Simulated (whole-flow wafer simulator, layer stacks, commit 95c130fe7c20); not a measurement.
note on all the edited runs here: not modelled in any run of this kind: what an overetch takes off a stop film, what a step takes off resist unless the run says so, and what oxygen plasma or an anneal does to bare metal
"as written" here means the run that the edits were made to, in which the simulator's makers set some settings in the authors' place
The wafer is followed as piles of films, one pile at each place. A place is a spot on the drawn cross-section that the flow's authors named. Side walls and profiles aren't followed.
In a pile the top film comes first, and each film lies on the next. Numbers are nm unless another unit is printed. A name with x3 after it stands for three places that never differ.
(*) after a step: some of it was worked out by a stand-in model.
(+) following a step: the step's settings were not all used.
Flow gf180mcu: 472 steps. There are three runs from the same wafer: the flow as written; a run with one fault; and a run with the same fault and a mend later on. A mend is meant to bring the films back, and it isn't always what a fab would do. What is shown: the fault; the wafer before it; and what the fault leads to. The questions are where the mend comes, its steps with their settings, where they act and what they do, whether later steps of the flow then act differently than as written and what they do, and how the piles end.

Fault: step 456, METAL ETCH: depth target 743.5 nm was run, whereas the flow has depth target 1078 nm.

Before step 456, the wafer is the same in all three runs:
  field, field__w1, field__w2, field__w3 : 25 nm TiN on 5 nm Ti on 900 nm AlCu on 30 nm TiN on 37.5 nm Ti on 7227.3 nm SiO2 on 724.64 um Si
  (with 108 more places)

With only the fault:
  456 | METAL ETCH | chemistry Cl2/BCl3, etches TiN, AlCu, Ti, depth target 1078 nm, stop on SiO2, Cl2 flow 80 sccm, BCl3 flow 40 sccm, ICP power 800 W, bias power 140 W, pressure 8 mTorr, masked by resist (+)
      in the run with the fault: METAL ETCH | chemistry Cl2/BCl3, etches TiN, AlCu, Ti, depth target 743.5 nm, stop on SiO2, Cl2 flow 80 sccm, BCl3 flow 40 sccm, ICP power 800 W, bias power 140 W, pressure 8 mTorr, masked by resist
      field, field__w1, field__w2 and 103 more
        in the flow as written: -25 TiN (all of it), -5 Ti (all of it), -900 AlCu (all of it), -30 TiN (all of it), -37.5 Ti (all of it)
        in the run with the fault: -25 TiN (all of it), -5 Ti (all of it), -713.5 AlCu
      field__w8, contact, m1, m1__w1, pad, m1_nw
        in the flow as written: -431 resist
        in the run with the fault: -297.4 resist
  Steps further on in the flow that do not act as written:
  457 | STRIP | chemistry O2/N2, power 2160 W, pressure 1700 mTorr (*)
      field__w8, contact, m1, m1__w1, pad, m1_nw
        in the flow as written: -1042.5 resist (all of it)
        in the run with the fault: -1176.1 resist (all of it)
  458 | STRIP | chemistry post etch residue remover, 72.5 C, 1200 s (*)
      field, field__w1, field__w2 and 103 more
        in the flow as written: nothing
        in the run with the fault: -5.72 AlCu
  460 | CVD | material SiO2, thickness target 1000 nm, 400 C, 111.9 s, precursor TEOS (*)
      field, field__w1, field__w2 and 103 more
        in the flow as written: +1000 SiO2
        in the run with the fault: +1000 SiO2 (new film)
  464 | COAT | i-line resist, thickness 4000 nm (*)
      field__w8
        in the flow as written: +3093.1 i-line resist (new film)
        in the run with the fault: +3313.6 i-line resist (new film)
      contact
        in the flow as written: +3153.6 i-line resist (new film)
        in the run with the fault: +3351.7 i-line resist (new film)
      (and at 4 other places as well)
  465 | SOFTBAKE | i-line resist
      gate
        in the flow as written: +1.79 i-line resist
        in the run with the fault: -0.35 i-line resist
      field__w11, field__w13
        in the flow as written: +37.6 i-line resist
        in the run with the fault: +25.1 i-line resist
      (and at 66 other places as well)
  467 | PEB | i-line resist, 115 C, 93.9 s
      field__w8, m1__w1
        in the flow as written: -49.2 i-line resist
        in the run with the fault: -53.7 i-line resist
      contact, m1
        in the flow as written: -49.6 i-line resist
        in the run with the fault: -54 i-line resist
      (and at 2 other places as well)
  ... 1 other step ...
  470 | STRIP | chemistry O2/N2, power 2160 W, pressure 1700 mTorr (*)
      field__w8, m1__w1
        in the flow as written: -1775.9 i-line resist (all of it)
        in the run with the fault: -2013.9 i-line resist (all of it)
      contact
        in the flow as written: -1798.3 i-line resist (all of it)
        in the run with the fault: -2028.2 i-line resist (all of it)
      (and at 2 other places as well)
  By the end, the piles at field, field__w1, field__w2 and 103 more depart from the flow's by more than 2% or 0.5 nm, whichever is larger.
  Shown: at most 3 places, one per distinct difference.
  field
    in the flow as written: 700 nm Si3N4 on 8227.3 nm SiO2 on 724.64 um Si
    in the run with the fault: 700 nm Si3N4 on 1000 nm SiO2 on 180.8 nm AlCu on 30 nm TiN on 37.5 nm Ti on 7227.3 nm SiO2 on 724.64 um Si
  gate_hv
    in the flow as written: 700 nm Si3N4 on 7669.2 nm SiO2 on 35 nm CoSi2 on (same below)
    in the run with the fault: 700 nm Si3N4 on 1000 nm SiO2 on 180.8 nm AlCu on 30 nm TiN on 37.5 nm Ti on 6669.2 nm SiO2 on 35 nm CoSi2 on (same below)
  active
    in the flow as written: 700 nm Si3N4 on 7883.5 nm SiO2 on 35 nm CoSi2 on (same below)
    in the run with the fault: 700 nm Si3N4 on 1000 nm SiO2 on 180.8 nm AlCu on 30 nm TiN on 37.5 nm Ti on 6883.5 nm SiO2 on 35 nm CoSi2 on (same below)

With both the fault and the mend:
  The mend follows step 456.
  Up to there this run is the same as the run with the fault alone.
  456a | METAL ETCH | chemistry Cl2/BCl3, etches TiN, AlCu, Ti, depth target 334 nm, stop on SiO2, Cl2 flow 80 sccm, BCl3 flow 40 sccm, ICP power 800 W, bias power 140 W, pressure 8 mTorr, masked by resist (+) (the flow's step 456, run once more with other settings)
      field, field__w1, field__w2 and 103 more
        -186.5 AlCu (all of it), -30 TiN (all of it), -37.5 Ti (all of it)
      field__w8, contact, m1, m1__w1, pad, m1_nw
        -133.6 resist
  Later steps of the flow that are run all act as written at every place that is followed.
  The piles end the same as the flow's at every place that both follow.
